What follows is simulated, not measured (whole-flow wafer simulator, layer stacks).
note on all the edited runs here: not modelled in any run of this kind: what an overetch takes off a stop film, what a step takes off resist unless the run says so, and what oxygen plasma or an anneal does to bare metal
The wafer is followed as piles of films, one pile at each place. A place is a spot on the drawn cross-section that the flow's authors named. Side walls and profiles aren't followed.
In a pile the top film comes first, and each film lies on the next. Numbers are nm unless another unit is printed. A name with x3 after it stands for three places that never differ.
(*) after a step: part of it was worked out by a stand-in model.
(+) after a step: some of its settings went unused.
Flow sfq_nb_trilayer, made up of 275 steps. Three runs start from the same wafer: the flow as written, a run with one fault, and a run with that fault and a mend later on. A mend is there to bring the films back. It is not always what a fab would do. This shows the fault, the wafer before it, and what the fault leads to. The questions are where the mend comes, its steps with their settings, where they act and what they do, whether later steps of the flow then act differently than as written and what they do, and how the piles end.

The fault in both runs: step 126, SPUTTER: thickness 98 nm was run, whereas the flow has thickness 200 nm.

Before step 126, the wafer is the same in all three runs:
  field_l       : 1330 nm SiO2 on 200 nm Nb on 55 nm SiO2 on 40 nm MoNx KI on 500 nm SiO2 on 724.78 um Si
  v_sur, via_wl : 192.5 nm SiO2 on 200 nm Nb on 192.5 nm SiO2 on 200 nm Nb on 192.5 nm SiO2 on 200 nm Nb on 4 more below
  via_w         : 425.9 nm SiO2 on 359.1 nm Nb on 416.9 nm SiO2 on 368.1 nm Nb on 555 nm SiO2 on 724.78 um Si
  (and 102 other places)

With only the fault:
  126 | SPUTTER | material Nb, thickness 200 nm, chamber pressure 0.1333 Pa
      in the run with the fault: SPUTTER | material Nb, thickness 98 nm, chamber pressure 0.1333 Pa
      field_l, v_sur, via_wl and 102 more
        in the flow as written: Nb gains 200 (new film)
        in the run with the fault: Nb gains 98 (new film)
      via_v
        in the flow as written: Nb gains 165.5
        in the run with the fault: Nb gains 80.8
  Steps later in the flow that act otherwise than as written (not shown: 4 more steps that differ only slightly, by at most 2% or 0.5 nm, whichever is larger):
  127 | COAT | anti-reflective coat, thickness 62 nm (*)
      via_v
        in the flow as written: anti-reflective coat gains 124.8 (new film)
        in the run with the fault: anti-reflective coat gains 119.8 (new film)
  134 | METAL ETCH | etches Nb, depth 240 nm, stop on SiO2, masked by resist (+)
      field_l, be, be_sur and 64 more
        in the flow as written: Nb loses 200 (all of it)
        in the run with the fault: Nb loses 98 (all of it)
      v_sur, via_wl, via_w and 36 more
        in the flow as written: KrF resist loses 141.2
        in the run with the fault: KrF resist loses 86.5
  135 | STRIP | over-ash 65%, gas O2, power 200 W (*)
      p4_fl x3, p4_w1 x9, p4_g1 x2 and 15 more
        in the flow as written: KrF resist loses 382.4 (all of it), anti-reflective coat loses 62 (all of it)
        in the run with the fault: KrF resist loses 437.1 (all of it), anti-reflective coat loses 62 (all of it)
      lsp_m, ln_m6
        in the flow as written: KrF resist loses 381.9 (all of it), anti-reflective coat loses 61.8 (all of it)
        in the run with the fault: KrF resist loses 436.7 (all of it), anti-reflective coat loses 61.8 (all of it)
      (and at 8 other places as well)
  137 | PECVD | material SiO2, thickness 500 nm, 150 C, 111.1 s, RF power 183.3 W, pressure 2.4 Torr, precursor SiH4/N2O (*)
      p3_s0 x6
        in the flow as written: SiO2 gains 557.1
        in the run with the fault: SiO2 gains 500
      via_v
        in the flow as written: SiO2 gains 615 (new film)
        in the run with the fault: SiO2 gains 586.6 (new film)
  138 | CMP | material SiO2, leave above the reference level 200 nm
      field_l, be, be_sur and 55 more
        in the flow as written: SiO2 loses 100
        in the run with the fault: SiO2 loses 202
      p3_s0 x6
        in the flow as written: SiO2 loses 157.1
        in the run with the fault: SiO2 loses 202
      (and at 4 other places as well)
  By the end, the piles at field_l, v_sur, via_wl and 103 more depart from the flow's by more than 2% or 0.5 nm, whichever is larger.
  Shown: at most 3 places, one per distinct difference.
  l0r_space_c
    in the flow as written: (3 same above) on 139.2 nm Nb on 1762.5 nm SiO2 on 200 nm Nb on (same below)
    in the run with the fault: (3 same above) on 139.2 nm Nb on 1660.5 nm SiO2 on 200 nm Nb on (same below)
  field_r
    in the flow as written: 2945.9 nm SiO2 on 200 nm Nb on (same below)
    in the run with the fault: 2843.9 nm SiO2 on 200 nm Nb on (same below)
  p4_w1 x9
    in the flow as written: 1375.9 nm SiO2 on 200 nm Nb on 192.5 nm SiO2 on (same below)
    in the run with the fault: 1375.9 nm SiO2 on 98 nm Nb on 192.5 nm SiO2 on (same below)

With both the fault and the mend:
  The mend follows step 132.
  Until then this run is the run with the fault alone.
  132a | STRIP | over-ash 65%, gas O2, power 200 W (*)
      p3_s0 x6, p3_fr x3, wl_d_sl and 38 more
        anti-reflective coat loses 62 (all of it)
      p4_fl x3, p4_w1 x9, p4_g1 x2 and 15 more
        KrF resist loses 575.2 (all of it), anti-reflective coat loses 62 (all of it)
      moat, field_r, lsp_l, lsp_r, l0_sur, l0v
        anti-reflective coat loses 61.8 (all of it)
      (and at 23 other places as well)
  132b | SPUTTER | material Nb, thickness 102 nm, chamber pressure 0.1333 Pa (a further turn of the flow's step 126, with different settings)
      field_l, v_sur, via_wl and 102 more
        Nb gains 102
      via_v
        Nb gains 83.3
  132c | COAT | anti-reflective coat, thickness 62 nm (*) (a further turn of the flow's step 127)
      p4_fl x3, p4_w1 x9, p4_g1 x2 and 63 more
        anti-reflective coat gains 62 (new film)
      moat, field_r, lsp_l and 6 more
        anti-reflective coat gains 61.8 (new film)
      be_r, r_sur, res, r_end
        anti-reflective coat gains 61.7 (new film)
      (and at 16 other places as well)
  132d | COAT | KrF resist, thickness 600 nm (*) (a further turn of the flow's step 128)
      p4_fl x3, p4_w1 x9, p4_g1 x2 and 63 more
        KrF resist gains 600 (new film)
      field_r, lsp_l, ln_m5, lsp_m, l0v
        KrF resist gains 599.5 (new film)
      ln_m6, lsp_r, l0_sur
        KrF resist gains 599.6 (new film)
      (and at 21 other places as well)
  132e | SOFTBAKE | KrF resist (a further turn of the flow's step 129)
      does not change any film at any place that is followed
  132f | EXPOSE | photomask M4, dose 12.11 mJ/cm2, NA 0.6, wavelength 248 nm (*) (a further turn of the flow's step 130)
      does not change any film at any place that is followed
  132g | PEB | KrF resist, 90 s (a further turn of the flow's step 131)
      field_l, v_sur, via_wl and 97 more
        KrF resist loses 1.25
      via_w, via_wr, via_sp, wire, be
        KrF resist loses 1.24
      via_v
        KrF resist loses 1.61
  132h | DEVELOP | KrF resist, thickness 600 nm, 60 s (a further turn of the flow's step 132)
      p3_s0 x6, p3_fr x3, wl_d_sl and 38 more
        KrF resist loses 598.7 (all of it)
      v_sur, via_wl, via_w and 36 more
        KrF resist loses 23.5
      moat, field_r, lsp_l
        KrF resist loses 598.2 (all of it)
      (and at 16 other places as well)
  Every later step of the flow that is run acts as written, at every place that is followed, to within 2% or 0.5 nm, whichever is larger.
  When the end is reached, the piles differ only a little from the flow's at the places that both follow, at most by 2% or 0.5 nm, whichever is larger.
